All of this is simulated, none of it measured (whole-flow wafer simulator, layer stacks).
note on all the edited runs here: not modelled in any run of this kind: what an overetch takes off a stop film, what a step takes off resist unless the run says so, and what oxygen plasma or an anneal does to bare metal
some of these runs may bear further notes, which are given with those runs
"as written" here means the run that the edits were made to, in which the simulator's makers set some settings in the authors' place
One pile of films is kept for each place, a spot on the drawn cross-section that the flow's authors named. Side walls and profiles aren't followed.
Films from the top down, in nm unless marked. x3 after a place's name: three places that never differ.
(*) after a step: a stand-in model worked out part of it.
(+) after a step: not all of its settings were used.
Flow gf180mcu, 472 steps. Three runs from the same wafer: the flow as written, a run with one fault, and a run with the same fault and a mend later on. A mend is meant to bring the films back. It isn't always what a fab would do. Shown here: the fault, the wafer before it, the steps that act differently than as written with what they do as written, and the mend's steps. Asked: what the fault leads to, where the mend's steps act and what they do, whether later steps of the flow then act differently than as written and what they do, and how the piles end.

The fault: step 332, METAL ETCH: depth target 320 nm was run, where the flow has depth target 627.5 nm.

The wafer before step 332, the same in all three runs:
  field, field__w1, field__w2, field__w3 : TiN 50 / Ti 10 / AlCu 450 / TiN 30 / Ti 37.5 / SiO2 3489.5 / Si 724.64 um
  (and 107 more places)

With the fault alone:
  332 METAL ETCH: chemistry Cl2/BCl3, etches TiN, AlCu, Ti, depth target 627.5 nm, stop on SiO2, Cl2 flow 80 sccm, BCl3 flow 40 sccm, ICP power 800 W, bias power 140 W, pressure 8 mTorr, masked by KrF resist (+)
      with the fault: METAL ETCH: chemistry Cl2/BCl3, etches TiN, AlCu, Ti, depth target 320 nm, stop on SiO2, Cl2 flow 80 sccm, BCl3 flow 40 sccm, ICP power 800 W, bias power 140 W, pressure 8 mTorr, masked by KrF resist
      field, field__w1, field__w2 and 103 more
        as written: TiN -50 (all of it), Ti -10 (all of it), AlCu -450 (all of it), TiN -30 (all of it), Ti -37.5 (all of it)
        with the fault: TiN -50 (all of it), Ti -10 (all of it), AlCu -260
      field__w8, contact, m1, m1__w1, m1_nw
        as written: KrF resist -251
        with the fault: KrF resist -128
  Later steps of the flow that act differently than as written:
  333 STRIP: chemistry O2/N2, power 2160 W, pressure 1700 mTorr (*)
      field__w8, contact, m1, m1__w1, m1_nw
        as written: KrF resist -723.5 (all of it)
        with the fault: KrF resist -846.5 (all of it)
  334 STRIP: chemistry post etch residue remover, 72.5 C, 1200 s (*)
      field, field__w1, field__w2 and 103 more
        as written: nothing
        with the fault: AlCu -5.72
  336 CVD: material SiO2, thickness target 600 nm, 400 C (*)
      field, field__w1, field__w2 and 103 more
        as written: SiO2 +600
        with the fault: SiO2 +600 (new film)
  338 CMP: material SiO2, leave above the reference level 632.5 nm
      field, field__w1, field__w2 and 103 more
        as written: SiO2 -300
        with the fault: SiO2 -551.8
  At the end the piles differ from the flow's by more than 2% or 0.5 nm, whichever is larger, at field, field__w1, field__w2 and 104 more.
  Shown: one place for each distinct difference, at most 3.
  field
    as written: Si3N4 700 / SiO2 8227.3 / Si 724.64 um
    with the fault: Si3N4 700 / SiO2 4486 / AlCu 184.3 / TiN 30 / Ti 37.5 / SiO2 3489.5 / Si 724.64 um
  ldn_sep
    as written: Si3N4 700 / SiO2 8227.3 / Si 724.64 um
    with the fault: Si3N4 700 / SiO2 4486 / AlCu 184.3 / TiN 30 / Ti 37.5 / SiO2 3489.4 / Si 724.64 um
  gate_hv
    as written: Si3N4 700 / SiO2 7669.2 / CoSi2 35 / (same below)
    with the fault: Si3N4 700 / SiO2 4486 / AlCu 184.3 / TiN 30 / Ti 37.5 / SiO2 2931.3 / CoSi2 35 / (same below)

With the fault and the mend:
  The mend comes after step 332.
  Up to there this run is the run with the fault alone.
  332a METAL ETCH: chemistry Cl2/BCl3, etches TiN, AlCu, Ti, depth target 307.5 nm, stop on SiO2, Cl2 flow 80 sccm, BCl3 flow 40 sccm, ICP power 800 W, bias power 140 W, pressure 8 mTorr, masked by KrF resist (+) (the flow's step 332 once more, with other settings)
      field, field__w1, field__w2 and 103 more
        AlCu -190 (all of it), TiN -30 (all of it), Ti -37.5 (all of it)
      field__w8, contact, m1, m1__w1, m1_nw
        KrF resist -123
  No later step of the flow acts differently than as written at any place that is followed.
  At the end the piles are the same as the flow's at every place that both follow.
